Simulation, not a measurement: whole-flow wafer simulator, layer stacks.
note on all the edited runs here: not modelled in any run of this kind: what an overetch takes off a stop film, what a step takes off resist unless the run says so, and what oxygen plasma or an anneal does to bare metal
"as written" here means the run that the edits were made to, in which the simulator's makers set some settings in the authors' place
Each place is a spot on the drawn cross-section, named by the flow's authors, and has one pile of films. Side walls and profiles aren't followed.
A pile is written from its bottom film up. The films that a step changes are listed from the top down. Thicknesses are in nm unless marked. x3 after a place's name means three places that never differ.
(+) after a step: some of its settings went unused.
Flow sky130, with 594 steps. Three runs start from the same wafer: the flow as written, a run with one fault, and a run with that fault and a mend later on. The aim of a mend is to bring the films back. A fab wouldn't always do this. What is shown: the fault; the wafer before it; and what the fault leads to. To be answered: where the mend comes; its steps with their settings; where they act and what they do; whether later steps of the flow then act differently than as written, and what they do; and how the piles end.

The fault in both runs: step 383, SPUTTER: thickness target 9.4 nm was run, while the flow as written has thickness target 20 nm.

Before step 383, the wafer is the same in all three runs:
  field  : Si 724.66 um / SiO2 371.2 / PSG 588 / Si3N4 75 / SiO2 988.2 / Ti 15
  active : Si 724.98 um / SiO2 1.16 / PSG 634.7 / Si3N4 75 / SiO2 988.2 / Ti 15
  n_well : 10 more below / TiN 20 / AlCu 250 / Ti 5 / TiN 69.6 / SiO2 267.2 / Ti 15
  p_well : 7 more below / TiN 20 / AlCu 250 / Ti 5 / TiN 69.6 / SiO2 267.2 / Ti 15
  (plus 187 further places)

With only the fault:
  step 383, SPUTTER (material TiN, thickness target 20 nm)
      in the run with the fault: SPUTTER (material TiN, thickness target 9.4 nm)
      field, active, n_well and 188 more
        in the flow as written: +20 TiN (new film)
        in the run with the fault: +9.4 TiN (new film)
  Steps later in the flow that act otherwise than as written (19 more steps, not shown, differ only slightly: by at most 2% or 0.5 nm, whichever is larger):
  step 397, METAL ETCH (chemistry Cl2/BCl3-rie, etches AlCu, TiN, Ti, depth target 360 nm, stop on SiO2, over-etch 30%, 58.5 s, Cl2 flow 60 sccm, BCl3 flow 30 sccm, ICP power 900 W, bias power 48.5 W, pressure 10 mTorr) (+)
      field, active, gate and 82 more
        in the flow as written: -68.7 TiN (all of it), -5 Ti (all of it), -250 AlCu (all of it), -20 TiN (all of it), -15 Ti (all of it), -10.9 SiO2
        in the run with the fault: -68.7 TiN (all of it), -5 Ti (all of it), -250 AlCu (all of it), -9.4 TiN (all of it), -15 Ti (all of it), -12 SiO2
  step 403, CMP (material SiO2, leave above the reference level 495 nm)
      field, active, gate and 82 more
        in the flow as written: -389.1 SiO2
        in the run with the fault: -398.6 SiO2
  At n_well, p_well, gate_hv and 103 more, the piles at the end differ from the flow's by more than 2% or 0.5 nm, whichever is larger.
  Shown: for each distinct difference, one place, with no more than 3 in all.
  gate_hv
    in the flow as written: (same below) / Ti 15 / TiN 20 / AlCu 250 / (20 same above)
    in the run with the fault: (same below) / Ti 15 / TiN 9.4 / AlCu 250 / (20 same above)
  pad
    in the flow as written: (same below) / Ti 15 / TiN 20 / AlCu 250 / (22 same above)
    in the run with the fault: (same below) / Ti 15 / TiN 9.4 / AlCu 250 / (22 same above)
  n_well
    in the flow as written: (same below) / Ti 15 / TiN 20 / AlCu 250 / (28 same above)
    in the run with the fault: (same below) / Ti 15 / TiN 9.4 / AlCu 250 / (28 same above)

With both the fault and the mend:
  After step 383 comes the mend.
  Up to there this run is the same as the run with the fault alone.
  step 383a, SPUTTER (material TiN, thickness target 10.6 nm) (the flow's step 383 again, with other settings)
      field, active, n_well and 188 more
        +10.6 TiN
  Later steps of the flow that are run all act as written at every place that is followed.
  At every place that both follow, the piles at the end match the flow's.
